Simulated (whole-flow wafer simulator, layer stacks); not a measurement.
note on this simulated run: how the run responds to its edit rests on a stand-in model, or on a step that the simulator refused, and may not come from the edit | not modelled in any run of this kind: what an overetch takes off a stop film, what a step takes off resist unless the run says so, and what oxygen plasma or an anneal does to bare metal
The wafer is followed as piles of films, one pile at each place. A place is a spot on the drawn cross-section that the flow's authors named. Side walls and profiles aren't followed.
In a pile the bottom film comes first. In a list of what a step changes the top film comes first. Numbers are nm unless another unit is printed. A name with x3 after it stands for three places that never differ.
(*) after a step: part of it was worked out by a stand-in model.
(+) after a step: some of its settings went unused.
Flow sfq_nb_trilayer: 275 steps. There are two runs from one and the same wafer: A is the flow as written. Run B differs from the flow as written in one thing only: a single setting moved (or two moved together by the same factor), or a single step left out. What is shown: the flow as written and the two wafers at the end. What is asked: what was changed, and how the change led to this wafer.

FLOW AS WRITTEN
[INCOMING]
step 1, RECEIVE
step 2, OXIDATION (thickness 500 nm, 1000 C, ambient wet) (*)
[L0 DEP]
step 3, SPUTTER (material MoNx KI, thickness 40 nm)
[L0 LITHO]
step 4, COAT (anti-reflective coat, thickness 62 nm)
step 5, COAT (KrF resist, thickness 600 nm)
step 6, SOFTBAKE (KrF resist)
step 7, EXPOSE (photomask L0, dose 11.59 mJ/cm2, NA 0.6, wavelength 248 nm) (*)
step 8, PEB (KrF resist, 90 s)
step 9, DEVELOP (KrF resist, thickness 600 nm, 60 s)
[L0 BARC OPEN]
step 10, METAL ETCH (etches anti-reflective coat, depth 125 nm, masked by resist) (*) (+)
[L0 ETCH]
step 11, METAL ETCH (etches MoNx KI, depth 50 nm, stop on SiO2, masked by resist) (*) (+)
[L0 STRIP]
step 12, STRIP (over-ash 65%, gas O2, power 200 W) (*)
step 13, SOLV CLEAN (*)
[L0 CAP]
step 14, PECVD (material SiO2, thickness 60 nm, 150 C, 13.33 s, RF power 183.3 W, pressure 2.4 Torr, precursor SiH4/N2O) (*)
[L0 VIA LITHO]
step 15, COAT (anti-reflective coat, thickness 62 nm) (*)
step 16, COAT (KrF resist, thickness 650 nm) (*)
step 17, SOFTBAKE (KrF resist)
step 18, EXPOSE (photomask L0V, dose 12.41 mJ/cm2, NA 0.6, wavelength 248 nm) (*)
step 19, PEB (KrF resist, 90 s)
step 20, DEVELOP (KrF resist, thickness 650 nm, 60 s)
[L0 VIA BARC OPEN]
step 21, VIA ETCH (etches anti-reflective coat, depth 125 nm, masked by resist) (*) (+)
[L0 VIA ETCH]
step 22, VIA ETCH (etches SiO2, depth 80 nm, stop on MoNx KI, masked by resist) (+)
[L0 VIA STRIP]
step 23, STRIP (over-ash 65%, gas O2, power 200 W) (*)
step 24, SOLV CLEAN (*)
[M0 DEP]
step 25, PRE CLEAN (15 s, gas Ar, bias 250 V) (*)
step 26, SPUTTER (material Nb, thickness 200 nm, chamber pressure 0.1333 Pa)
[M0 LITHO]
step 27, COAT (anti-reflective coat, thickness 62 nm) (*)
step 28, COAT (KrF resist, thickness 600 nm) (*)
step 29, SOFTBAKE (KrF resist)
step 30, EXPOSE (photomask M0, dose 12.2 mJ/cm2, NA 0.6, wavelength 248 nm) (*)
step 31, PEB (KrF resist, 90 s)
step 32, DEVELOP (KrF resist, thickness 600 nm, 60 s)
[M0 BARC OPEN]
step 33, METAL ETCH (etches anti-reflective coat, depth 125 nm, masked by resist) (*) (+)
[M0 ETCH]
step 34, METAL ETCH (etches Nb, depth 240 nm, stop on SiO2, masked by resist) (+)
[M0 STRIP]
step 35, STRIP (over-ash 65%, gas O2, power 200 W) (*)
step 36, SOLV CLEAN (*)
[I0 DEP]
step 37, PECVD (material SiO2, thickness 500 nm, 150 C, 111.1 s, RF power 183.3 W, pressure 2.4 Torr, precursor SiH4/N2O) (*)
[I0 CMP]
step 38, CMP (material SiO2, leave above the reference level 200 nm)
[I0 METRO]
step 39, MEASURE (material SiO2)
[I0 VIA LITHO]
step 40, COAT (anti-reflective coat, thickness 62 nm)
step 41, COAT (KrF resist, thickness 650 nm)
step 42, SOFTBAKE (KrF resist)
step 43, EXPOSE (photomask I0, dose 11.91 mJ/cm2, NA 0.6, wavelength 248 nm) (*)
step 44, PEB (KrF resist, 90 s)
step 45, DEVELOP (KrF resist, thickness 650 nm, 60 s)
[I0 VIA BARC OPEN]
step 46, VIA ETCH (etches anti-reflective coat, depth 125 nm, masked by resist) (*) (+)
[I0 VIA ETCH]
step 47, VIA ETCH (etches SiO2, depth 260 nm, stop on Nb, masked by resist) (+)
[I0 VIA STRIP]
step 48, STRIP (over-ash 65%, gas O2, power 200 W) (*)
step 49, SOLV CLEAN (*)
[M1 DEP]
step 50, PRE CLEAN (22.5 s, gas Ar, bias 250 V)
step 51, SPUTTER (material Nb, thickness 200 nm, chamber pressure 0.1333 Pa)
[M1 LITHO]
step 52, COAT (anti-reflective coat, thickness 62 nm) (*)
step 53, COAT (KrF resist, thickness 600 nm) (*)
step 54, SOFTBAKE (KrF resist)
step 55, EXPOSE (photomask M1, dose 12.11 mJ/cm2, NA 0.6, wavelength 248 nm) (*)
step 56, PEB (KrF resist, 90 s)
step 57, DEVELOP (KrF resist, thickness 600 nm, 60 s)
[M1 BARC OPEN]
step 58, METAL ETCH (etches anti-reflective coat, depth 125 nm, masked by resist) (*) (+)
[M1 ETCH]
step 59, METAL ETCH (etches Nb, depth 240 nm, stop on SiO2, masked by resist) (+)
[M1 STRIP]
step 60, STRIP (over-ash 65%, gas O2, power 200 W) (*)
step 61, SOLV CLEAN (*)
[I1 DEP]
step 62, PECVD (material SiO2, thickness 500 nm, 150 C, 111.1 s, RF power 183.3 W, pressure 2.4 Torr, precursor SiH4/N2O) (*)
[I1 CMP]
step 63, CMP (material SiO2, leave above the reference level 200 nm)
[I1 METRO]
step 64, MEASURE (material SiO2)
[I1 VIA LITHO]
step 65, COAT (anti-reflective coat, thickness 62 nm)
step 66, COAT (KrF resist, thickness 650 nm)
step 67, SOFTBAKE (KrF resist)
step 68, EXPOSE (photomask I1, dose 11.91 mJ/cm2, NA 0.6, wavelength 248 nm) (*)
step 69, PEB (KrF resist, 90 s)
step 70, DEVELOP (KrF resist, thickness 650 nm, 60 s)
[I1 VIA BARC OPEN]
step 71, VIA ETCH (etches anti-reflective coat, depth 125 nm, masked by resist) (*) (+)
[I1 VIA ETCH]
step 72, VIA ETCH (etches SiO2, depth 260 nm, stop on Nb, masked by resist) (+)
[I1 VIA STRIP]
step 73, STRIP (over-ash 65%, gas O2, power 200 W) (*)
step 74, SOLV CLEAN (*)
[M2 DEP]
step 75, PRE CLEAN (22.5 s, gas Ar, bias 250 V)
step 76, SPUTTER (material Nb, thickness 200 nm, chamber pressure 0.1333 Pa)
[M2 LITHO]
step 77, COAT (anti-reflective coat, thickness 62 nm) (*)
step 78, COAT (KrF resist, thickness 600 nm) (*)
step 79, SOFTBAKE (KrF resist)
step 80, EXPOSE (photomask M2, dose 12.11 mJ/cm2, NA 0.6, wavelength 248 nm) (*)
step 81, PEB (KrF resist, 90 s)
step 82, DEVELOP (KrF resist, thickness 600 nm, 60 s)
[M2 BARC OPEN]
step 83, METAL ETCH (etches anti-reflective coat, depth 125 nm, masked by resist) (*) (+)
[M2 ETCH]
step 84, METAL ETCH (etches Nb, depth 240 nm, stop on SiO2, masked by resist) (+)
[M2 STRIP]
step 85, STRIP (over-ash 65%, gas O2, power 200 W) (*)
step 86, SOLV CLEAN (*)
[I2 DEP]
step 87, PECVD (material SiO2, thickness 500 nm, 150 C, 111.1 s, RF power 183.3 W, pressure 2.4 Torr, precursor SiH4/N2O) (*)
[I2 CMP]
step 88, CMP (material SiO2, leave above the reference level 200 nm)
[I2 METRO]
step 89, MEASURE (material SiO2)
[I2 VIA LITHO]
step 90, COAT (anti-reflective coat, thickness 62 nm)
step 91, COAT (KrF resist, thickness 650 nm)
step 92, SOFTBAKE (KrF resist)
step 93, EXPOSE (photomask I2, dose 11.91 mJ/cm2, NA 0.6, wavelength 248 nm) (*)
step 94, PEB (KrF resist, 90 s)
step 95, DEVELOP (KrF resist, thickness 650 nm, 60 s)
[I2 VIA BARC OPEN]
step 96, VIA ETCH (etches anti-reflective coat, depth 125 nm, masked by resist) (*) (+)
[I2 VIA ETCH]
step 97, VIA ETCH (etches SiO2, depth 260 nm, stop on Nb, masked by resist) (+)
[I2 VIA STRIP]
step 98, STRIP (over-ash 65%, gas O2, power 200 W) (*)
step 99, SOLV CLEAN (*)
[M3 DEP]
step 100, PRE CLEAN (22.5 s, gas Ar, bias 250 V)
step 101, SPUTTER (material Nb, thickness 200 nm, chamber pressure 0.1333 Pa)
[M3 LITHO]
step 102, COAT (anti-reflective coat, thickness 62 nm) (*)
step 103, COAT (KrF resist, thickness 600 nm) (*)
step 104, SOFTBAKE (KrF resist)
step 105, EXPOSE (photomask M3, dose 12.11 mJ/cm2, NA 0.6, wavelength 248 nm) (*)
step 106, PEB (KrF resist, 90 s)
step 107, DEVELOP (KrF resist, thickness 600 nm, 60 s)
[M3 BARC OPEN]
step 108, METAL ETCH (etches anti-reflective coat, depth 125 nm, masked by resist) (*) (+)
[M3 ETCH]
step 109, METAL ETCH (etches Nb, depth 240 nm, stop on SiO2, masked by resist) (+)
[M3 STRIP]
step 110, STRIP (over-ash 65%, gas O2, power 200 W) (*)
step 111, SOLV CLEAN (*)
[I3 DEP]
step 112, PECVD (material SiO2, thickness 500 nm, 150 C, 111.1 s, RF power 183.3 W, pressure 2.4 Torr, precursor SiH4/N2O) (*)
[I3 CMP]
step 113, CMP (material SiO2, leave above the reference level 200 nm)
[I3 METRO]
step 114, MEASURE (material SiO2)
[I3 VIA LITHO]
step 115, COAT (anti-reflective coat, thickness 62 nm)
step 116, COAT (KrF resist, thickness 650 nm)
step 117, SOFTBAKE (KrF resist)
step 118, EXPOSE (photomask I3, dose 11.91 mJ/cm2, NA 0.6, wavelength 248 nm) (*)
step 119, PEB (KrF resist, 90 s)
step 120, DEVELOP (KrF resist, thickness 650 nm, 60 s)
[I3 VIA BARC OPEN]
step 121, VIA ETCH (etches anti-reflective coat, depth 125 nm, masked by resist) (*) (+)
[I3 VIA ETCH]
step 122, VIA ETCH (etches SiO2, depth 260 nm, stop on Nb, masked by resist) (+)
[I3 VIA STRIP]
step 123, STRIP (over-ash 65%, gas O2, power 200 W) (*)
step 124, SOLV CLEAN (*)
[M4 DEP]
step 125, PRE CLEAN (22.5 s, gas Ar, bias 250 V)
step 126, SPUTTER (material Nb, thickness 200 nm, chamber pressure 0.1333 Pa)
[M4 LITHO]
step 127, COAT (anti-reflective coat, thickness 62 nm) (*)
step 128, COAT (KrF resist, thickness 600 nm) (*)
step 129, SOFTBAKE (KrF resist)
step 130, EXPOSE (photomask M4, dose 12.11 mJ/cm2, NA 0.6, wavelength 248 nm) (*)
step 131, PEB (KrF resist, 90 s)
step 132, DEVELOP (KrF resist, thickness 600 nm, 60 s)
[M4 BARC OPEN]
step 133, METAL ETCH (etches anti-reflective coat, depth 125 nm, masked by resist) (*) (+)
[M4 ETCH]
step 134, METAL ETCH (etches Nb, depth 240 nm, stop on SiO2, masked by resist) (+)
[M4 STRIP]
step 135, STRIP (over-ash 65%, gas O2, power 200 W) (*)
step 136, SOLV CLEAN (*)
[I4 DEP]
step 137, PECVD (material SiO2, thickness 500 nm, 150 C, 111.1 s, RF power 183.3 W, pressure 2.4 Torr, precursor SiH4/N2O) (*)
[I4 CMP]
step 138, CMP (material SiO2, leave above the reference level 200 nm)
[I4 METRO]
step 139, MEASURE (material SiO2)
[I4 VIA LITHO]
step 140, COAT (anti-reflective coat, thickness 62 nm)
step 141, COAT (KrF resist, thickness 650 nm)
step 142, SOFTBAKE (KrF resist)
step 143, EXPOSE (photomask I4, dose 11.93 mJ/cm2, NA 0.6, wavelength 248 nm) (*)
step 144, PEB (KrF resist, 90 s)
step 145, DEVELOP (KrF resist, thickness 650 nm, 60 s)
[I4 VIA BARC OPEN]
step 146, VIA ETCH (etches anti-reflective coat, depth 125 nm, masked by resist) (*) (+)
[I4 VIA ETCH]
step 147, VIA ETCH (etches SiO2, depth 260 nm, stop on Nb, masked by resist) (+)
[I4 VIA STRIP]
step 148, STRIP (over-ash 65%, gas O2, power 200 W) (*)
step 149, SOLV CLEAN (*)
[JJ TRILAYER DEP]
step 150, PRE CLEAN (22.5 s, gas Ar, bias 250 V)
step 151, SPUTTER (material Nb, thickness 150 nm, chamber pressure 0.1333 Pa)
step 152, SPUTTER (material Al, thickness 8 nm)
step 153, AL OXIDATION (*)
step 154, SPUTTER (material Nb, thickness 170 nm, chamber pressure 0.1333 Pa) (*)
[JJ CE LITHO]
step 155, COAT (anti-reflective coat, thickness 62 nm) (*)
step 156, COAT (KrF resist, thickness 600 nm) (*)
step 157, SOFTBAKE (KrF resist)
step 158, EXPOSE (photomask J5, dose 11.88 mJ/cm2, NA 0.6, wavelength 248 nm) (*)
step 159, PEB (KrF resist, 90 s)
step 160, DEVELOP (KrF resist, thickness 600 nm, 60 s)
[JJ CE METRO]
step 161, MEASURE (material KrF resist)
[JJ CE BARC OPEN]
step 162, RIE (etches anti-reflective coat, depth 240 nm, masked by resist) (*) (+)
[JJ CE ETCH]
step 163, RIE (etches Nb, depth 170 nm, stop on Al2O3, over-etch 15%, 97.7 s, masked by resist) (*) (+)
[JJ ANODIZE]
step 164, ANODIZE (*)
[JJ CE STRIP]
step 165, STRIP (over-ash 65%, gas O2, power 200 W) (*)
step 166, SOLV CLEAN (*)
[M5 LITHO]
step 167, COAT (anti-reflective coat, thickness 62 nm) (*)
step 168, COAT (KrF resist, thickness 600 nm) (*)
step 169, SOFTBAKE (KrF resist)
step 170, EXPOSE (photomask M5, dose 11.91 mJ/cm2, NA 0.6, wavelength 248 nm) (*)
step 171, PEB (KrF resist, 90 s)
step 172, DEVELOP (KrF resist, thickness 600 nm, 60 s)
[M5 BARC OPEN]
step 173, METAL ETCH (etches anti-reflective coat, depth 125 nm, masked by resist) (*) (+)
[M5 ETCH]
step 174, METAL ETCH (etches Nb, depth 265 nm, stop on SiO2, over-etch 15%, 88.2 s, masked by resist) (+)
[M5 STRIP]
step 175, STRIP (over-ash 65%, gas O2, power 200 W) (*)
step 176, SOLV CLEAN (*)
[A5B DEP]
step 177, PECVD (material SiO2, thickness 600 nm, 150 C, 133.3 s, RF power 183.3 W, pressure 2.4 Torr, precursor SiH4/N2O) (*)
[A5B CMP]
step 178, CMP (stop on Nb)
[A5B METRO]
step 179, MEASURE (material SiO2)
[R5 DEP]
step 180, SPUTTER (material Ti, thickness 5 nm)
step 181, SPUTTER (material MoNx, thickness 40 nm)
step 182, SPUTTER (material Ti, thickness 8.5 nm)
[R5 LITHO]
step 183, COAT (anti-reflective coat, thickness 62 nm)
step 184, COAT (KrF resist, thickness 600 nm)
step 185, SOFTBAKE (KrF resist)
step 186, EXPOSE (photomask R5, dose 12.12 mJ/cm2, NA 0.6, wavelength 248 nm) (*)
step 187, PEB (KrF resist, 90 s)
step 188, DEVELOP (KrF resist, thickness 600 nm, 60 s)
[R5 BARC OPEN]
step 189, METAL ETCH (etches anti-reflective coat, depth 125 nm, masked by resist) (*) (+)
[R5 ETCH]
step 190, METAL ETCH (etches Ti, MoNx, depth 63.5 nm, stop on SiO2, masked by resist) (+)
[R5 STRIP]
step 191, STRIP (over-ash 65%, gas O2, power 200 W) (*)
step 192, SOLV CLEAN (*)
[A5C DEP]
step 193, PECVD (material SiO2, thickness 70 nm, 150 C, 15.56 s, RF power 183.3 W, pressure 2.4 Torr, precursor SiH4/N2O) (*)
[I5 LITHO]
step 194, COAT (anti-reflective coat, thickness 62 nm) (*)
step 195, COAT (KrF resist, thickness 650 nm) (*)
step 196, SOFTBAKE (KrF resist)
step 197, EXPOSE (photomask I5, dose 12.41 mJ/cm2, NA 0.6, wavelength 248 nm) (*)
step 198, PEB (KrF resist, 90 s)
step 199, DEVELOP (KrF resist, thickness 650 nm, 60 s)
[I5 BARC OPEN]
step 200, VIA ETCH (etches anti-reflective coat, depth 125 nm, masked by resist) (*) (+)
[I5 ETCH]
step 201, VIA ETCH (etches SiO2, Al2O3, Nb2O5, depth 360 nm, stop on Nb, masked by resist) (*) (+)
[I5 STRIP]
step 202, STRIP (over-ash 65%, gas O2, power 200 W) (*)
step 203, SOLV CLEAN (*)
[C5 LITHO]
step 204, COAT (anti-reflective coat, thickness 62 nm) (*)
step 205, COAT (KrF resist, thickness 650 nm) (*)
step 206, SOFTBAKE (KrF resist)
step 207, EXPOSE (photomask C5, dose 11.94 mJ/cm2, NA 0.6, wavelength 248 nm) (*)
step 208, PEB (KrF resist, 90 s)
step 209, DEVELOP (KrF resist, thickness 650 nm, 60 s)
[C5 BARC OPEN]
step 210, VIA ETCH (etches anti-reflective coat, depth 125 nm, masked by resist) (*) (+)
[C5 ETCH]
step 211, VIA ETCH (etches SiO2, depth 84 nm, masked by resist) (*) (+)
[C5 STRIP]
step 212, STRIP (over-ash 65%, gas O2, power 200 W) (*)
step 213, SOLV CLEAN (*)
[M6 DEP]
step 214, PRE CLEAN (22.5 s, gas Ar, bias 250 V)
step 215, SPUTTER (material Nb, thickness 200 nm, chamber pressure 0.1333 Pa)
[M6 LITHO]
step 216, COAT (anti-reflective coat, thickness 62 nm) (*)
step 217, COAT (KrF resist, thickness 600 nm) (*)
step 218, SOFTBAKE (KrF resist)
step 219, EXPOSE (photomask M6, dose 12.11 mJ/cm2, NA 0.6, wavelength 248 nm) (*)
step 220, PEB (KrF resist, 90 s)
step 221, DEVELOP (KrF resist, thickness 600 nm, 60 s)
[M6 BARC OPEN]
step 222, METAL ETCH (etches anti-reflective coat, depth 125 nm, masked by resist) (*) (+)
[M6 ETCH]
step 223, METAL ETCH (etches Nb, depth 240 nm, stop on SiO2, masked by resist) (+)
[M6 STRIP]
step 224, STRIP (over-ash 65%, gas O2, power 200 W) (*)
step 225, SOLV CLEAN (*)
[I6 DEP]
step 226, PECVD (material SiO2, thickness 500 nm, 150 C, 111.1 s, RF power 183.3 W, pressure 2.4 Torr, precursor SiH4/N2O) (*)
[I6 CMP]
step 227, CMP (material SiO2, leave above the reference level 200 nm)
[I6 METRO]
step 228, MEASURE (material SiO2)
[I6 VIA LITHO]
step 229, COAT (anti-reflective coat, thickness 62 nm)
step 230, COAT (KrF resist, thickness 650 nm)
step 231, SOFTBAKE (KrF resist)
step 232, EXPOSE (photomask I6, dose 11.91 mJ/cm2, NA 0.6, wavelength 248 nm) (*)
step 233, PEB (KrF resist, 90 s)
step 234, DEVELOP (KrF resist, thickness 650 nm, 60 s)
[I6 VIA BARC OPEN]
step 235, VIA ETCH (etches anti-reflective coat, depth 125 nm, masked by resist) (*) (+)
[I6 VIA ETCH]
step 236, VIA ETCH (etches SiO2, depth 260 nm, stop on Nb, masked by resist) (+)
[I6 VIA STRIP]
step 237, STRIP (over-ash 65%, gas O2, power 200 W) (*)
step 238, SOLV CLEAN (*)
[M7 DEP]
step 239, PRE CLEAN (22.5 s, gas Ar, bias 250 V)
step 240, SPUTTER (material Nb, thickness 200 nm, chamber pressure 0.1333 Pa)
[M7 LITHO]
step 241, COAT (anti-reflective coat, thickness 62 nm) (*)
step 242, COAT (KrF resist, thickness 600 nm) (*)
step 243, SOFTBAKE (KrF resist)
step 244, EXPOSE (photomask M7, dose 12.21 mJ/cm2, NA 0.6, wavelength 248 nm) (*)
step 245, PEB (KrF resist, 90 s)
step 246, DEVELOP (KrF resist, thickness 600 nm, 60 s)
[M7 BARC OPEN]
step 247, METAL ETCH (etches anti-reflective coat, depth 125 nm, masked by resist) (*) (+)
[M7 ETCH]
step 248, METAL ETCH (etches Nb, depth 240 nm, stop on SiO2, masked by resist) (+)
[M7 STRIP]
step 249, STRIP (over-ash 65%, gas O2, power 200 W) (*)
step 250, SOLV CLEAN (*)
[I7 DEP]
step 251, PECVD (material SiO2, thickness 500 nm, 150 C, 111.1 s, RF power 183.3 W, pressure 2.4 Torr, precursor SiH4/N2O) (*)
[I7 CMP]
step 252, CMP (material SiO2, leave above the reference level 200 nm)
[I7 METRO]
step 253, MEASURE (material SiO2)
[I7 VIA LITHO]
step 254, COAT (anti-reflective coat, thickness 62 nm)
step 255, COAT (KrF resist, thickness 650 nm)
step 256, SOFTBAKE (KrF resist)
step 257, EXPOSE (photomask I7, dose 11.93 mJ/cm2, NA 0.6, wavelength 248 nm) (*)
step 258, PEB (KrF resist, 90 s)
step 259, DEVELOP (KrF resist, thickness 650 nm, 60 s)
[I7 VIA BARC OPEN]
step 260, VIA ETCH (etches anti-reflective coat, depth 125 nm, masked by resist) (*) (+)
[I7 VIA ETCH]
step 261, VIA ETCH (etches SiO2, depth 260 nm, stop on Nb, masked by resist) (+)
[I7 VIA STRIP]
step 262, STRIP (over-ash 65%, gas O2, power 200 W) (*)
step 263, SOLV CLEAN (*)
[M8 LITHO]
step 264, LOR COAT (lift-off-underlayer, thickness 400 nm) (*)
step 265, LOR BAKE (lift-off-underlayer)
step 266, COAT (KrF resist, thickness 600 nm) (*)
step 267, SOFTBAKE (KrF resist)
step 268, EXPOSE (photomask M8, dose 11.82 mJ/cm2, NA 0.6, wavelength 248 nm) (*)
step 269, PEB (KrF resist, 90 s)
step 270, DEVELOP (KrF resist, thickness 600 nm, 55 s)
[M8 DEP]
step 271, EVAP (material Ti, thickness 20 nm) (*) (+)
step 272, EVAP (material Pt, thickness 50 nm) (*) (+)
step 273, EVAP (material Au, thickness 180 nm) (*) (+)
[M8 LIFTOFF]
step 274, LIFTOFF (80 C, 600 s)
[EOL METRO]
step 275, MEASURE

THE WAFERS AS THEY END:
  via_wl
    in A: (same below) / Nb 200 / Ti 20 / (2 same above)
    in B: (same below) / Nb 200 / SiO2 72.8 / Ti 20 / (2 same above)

The reason: step 261, VIA ETCH: depth 127 nm was run, whereas the flow has depth 260 nm.

Step by step, how the change led to this:
  step 261, VIA ETCH (etches SiO2, depth 260 nm, stop on Nb, masked by resist) (+)
      via_wl, via_w, via_wr: A -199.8 SiO2 (all of it) | B -127 SiO2
      field_l, v_sur, via_sp and 100 more: A -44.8 KrF resist | B -21.9 KrF resist
  step 262, STRIP (over-ash 65%, gas O2, power 200 W) (*)
      field_l, v_sur, via_sp and 100 more: A -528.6 KrF resist (all of it), -62 anti-reflective coat (all of it) | B -551.5 KrF resist (all of it), -62 anti-reflective coat (all of it)
  step 264, LOR COAT (lift-off-underlayer, thickness 400 nm) (*)
      via_wl, via_wr: A +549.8 lift-off-underlayer (new film) | B +495.2 lift-off-underlayer (new film)
      v_sur: A +369.4 lift-off-underlayer (new film) | B +380.6 lift-off-underlayer (new film)
      (and at 2 other places as well)
  step 266, COAT (KrF resist, thickness 600 nm) (*)
      via_w: A +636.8 KrF resist (new film) | B +623.4 KrF resist (new film)
  step 270, DEVELOP (KrF resist, thickness 600 nm, 55 s)
      v_sur: A -607.3 KrF resist (all of it), -369.4 lift-off-underlayer (all of it) | B -604.2 KrF resist (all of it), -380.6 lift-off-underlayer (all of it)
      via_wl: A -623.9 KrF resist (all of it), -549.8 lift-off-underlayer (all of it) | B -614.7 KrF resist (all of it), -495.2 lift-off-underlayer (all of it)
      (and at 3 other places as well)
Taking metal films that touch as one body, via_wl has 8 bodies (between them, from the top down: SiO2 72.8; SiO2 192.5; SiO2 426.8 / Al2O3 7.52 / Nb2O5 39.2; SiO2 192.5; SiO2 192.5; SiO2 192.5; SiO2 192.5); the flow as written gives 7 bodies (between them, from the top down: SiO2 192.5; SiO2 426.8 / Al2O3 7.52 / Nb2O5 39.2; SiO2 192.5; SiO2 192.5; SiO2 192.5; SiO2 192.5).
